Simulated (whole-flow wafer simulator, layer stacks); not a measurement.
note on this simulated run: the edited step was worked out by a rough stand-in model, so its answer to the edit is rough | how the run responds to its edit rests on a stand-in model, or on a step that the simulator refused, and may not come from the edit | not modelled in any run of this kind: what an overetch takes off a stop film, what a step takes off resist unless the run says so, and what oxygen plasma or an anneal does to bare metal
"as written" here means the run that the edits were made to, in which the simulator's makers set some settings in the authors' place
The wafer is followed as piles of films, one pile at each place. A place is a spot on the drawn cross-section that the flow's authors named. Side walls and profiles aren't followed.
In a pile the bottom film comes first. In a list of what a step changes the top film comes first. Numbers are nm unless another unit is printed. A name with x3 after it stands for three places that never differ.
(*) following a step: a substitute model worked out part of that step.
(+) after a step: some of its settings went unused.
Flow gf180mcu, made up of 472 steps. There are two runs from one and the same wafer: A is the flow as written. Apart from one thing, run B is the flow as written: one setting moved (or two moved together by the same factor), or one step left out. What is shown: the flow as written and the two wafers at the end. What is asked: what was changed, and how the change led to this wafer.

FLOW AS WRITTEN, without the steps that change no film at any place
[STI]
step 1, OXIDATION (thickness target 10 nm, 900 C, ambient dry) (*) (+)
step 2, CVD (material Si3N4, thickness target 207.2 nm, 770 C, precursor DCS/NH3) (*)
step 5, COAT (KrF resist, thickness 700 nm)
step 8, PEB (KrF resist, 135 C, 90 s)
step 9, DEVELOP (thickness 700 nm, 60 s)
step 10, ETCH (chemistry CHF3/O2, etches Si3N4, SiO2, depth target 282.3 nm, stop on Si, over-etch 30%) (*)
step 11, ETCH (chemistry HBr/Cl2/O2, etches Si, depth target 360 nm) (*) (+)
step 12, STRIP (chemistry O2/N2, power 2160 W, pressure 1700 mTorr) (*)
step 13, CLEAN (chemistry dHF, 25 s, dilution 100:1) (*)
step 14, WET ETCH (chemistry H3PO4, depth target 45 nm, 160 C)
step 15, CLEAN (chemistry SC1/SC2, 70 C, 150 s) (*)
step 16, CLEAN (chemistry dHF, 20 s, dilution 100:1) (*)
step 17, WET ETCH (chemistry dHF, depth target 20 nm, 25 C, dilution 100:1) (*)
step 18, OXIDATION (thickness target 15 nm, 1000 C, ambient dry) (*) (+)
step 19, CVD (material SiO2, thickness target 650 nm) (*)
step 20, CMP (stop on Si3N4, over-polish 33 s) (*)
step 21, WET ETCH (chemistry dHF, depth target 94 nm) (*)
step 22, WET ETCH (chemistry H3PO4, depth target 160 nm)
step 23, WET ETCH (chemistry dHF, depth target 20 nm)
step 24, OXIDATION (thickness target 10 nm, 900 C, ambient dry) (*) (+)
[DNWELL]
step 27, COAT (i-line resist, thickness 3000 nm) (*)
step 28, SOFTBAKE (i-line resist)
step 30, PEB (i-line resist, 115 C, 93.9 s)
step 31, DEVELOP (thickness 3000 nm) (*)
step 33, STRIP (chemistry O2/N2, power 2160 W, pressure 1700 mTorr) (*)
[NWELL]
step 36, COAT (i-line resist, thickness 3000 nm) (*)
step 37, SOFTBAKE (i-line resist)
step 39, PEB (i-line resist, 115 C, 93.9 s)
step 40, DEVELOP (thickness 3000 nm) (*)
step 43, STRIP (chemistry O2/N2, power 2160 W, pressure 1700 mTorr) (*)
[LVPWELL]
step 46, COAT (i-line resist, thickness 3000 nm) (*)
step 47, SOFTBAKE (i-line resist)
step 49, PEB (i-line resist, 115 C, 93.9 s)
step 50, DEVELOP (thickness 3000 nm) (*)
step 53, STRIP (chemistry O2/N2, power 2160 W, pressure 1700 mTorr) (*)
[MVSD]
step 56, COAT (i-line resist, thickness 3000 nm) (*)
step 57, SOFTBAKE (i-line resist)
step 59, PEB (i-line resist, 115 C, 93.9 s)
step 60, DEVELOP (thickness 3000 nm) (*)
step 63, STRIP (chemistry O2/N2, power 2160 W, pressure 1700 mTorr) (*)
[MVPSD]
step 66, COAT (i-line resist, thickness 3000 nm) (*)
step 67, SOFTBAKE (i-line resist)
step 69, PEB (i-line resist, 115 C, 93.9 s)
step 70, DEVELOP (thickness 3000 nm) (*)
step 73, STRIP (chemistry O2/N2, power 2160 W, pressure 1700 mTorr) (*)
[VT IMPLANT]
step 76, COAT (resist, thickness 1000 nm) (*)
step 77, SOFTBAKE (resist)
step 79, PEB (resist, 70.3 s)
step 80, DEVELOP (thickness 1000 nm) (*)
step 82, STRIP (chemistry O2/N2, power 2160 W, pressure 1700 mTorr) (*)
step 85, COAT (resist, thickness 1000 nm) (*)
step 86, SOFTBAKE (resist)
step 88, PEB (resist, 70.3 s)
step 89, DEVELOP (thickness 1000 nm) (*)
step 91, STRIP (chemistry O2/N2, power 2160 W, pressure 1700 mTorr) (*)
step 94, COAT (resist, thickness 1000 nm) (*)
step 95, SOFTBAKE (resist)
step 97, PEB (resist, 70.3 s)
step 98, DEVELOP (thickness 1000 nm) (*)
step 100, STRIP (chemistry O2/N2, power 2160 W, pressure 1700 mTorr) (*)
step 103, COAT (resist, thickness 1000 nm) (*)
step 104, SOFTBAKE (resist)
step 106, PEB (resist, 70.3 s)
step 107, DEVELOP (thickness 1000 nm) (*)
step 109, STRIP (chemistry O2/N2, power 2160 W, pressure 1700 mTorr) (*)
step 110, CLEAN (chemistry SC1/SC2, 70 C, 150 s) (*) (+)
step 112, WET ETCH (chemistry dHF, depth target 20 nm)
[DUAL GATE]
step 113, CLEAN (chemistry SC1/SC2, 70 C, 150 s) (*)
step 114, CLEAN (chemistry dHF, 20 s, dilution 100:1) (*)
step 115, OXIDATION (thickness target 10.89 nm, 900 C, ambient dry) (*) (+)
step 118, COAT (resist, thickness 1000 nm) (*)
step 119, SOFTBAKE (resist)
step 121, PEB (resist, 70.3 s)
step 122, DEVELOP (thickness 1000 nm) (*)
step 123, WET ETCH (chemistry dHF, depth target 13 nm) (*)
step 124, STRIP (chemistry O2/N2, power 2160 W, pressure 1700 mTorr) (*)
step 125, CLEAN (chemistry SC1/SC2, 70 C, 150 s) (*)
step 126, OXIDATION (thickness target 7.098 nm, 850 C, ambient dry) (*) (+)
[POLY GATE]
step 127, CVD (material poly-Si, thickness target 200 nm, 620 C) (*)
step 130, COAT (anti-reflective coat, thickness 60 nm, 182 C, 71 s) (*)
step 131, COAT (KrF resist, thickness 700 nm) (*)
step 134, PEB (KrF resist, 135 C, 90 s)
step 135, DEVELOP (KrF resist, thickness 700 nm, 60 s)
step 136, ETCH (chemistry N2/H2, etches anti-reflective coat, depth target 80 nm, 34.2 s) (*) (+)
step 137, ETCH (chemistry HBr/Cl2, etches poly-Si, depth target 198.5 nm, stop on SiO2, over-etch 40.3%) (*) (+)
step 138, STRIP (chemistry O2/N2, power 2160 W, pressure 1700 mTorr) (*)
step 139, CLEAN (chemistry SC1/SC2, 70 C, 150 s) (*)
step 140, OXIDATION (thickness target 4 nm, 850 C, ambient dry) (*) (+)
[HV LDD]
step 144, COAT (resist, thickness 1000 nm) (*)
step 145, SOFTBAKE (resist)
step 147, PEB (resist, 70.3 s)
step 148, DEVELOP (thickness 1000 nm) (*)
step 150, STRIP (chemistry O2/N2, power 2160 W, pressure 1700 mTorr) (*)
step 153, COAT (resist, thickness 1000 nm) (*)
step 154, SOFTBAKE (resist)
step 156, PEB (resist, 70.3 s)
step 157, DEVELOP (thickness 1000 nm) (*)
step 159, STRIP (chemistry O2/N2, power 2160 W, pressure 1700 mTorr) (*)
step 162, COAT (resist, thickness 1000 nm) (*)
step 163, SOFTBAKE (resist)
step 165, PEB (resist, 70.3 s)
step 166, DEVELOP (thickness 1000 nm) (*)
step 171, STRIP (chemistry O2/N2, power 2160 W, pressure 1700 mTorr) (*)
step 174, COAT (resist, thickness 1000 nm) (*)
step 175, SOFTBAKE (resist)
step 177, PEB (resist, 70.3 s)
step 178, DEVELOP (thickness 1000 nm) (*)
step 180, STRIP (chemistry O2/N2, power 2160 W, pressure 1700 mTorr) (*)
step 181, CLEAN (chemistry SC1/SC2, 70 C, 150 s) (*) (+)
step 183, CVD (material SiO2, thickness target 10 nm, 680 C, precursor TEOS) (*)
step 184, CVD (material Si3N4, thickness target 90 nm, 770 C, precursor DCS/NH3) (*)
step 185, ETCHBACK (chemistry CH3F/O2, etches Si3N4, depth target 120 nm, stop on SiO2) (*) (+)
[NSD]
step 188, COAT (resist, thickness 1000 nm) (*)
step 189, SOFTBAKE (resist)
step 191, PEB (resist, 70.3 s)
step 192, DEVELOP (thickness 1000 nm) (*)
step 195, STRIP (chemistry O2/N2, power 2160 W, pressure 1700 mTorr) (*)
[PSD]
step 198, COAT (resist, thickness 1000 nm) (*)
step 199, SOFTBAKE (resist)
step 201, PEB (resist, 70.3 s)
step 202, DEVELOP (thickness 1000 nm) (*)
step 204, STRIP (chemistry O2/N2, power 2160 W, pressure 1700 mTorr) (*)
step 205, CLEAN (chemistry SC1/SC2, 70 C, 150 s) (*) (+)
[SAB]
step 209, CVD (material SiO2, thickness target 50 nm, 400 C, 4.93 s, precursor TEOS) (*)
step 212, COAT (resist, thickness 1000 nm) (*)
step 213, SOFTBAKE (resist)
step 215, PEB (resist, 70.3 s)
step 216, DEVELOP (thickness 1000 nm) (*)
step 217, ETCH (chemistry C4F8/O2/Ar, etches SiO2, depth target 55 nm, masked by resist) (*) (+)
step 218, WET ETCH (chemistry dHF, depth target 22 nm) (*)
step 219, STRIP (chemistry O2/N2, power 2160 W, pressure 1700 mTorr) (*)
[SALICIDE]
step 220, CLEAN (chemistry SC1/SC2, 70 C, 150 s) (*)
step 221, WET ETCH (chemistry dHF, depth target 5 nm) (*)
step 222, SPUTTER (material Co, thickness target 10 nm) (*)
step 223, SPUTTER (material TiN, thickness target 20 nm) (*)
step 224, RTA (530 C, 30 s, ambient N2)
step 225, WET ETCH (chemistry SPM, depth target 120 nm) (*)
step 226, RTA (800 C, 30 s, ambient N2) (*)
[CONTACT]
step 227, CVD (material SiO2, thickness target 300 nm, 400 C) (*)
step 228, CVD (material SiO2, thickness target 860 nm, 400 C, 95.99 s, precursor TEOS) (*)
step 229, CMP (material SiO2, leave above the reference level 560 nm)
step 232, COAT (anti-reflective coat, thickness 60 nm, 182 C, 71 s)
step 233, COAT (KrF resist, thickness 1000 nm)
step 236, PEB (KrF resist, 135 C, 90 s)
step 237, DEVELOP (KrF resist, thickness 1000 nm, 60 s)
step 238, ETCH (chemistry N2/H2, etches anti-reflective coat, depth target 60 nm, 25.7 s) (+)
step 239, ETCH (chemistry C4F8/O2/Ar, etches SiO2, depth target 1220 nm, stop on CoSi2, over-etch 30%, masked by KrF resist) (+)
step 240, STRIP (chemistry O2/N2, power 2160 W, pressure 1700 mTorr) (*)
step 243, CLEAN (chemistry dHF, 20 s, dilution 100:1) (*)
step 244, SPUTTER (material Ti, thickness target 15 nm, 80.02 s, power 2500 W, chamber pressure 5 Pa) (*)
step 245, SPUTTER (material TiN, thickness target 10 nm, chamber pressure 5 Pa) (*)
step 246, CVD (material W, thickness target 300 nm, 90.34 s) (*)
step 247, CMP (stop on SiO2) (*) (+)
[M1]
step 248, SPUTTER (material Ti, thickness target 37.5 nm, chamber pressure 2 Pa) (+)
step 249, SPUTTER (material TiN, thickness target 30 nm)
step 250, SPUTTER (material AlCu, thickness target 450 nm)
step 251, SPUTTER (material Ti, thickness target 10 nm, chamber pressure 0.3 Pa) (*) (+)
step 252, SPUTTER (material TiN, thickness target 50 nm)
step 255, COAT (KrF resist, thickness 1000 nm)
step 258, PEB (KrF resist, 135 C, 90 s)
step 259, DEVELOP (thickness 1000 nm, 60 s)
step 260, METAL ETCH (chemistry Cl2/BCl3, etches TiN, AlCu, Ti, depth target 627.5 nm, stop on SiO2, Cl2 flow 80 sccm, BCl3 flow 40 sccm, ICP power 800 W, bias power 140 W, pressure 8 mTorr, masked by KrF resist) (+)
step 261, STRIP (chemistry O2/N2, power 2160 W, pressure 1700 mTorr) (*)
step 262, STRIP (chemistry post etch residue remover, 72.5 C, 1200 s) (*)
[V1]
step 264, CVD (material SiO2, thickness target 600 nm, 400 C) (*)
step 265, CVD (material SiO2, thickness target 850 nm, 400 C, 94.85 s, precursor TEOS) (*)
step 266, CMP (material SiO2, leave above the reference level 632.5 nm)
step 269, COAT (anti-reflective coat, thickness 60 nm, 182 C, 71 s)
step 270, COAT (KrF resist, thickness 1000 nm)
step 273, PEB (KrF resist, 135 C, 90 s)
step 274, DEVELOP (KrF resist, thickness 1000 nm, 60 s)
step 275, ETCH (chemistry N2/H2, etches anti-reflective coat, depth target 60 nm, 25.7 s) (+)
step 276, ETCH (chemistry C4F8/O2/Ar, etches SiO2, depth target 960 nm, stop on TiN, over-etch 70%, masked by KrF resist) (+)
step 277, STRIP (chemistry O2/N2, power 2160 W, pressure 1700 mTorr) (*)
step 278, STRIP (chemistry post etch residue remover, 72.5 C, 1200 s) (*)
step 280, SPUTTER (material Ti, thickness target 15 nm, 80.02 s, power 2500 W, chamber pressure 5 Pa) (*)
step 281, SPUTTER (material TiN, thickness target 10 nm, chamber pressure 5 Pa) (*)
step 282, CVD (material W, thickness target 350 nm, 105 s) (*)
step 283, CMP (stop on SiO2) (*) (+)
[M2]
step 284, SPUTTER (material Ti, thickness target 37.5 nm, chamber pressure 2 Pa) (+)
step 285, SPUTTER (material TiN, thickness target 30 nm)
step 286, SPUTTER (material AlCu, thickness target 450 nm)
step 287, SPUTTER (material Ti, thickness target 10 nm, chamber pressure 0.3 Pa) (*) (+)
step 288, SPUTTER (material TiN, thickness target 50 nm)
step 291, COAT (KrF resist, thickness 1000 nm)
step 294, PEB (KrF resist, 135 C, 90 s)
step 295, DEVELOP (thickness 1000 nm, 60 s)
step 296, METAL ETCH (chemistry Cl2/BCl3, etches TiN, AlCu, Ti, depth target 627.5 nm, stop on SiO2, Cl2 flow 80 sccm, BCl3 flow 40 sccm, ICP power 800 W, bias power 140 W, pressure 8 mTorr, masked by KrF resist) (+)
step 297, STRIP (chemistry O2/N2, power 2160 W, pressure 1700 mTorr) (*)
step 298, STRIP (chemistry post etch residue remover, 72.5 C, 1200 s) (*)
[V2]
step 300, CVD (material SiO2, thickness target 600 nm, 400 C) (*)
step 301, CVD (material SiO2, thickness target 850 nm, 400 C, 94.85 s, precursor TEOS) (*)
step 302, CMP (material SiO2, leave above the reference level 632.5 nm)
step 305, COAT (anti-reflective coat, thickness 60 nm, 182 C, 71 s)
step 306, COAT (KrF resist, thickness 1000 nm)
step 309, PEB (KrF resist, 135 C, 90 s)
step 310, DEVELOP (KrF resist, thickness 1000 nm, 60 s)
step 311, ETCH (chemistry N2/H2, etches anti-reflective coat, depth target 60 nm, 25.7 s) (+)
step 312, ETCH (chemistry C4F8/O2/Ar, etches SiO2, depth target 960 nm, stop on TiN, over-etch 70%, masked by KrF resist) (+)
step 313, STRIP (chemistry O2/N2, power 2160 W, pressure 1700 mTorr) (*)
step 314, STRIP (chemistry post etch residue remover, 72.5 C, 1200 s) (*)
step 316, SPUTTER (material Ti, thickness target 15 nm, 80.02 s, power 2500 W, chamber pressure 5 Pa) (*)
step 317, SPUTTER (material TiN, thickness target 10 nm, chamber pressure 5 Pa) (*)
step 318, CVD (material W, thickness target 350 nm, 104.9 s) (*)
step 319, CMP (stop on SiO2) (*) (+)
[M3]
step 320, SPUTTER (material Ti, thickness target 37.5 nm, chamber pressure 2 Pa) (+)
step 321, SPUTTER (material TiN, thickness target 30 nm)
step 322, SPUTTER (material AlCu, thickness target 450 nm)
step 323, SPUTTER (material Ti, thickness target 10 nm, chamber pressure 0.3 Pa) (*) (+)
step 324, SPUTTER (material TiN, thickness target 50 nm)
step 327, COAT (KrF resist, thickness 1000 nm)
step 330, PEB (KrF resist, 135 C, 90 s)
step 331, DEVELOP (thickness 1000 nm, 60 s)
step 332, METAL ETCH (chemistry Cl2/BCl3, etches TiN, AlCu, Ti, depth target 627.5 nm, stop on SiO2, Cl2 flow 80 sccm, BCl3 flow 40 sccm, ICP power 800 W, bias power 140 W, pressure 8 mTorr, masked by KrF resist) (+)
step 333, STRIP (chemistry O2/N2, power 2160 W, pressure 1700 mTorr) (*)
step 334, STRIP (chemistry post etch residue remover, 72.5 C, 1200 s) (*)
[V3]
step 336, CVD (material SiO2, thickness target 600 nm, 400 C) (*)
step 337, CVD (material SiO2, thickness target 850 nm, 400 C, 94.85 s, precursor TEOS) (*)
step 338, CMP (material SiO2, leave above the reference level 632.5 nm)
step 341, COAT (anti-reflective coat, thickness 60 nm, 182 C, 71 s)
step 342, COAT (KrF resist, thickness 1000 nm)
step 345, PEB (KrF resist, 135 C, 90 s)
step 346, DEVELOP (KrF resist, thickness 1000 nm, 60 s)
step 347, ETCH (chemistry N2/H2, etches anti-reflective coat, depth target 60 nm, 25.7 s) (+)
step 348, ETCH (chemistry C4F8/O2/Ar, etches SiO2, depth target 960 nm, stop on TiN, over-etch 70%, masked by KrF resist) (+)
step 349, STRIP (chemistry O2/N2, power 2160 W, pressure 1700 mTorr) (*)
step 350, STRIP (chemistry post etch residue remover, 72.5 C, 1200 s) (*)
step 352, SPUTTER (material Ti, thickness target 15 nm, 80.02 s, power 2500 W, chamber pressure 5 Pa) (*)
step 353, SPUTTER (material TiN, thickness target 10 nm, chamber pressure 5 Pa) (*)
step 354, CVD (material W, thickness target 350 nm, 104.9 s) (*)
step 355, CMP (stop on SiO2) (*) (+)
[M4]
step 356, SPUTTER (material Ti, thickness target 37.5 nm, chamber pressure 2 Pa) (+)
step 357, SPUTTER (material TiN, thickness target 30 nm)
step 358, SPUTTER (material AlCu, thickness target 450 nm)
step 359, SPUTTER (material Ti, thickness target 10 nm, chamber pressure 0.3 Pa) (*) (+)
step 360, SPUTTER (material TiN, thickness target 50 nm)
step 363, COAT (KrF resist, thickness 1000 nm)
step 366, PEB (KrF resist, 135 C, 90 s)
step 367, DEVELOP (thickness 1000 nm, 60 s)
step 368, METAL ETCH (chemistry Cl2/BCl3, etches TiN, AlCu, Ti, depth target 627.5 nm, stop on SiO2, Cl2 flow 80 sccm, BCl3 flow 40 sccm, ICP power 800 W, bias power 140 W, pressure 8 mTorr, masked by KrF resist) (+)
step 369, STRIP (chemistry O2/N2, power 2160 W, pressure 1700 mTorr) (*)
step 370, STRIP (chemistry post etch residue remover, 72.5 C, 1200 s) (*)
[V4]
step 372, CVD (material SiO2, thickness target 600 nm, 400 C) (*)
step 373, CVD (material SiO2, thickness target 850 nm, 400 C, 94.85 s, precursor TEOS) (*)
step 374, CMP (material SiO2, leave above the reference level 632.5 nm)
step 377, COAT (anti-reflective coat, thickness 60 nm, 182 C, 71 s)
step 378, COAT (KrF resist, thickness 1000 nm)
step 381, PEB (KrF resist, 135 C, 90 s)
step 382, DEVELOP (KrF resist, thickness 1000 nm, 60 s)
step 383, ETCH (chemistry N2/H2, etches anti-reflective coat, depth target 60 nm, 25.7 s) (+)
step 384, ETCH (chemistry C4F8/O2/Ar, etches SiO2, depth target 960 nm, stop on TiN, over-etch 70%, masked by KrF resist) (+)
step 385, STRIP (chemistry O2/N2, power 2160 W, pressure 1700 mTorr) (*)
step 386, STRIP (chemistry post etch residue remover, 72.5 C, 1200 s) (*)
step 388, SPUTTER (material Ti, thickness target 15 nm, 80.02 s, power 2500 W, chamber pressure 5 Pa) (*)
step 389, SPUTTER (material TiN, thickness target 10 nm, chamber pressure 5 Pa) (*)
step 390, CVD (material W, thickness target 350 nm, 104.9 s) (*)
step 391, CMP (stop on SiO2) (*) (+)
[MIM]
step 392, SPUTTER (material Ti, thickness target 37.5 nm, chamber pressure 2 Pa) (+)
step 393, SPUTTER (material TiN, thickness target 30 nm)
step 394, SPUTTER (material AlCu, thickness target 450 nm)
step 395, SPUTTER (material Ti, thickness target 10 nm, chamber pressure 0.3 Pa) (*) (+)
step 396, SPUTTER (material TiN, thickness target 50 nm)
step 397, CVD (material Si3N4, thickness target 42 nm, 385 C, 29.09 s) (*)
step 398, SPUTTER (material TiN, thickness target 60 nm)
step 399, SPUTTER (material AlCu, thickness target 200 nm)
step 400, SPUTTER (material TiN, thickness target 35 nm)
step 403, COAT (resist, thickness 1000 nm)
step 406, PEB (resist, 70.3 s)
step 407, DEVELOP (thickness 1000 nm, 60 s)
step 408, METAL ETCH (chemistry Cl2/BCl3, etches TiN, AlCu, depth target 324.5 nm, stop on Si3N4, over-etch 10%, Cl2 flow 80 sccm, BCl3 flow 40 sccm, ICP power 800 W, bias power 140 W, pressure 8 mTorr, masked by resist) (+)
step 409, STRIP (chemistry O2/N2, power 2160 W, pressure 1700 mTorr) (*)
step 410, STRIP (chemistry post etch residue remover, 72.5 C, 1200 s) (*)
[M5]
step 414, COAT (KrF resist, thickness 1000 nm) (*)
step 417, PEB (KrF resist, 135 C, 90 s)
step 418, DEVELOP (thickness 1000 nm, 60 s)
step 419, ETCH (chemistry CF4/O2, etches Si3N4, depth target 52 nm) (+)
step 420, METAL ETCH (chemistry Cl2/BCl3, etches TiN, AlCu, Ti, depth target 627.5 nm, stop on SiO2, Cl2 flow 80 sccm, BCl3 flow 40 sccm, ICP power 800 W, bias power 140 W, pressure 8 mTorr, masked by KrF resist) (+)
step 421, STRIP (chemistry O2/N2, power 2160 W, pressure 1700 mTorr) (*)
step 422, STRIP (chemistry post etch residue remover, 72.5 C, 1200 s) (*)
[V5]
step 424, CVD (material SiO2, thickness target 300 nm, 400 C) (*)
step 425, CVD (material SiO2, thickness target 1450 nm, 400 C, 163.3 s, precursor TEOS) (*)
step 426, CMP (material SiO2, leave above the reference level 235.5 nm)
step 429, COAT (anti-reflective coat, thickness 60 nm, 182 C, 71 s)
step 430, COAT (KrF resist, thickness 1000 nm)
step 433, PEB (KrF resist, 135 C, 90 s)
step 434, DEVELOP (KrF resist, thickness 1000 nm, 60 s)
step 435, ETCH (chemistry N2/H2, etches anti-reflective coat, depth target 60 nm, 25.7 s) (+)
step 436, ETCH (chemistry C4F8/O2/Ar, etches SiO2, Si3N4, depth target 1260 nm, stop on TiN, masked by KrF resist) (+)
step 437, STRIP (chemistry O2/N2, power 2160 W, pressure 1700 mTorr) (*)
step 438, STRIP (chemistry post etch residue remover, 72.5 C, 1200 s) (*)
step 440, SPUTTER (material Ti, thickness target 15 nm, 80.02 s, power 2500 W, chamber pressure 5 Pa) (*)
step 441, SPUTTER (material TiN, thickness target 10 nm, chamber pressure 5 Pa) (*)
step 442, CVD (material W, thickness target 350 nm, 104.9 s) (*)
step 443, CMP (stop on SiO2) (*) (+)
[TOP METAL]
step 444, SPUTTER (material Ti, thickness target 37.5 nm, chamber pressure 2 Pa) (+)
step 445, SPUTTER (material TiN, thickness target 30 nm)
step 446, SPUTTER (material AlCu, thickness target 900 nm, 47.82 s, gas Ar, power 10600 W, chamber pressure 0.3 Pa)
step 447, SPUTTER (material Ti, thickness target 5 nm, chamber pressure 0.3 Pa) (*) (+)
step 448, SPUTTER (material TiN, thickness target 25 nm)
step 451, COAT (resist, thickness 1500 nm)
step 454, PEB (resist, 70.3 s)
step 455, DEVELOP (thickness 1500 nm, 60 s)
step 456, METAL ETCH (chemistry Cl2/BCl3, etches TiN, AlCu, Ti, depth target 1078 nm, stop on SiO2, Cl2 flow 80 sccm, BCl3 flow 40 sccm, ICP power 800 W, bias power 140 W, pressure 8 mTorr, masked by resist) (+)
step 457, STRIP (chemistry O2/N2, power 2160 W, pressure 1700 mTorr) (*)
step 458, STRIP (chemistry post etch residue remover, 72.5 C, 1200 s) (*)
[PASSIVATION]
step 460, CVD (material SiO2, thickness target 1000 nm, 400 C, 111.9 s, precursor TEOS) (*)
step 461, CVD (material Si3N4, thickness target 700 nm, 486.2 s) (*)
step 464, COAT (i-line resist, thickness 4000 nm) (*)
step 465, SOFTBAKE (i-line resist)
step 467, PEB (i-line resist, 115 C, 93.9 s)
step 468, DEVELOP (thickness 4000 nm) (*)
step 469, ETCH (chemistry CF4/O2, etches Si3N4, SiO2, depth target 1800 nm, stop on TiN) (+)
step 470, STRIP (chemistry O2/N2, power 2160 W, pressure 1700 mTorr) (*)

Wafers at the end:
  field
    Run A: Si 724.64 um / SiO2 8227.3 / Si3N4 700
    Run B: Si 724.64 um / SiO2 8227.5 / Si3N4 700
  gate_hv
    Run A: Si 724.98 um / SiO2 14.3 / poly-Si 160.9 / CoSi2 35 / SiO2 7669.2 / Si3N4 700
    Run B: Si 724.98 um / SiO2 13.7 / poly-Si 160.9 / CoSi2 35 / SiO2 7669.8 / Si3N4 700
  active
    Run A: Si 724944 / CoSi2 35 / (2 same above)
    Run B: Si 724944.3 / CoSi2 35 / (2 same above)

The reason: step 126, OXIDATION: thickness target 6.388 nm was run, while the flow as written has thickness target 7.098 nm.

How this came from the change, step by step:
  step 126, OXIDATION (thickness target 7.098 nm, 850 C, ambient dry) (*) (+)
      gate_hv, active_hv, active_nat and 25 more: A +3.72 SiO2, -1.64 Si | B +3.12 SiO2, -1.37 Si
      active, n_well, p_well and 12 more: A +7.1 SiO2 (new film), -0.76 chemical SiO2 (all of it), -2.79 Si | B +6.39 SiO2 (new film), -0.76 chemical SiO2 (all of it), -2.48 Si
  step 218, WET ETCH (chemistry dHF, depth target 22 nm) (*)
      ldn_tap, ldn_src, ldn_drn, ldp_tap, ldp_src, ldp_drn, ldp_gr: A -16 SiO2 (all of it) | B -15.4 SiO2 (all of it)
      active, p_well, sd_n, iso_ptap_pw, iso_ntap_nw: A -9.01 SiO2 (all of it) | B -8.36 SiO2 (all of it)
      (as well as at 9 more places)
  step 223, SPUTTER (material TiN, thickness target 20 nm) (*)
      field__w12: A +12 TiN (new film) | B +12.6 TiN (new film)
  step 225, WET ETCH (chemistry SPM, depth target 120 nm) (*)
      field__w12: A -12 TiN (all of it), -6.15 Co (all of it) | B -12.6 TiN (all of it), -6.15 Co (all of it)
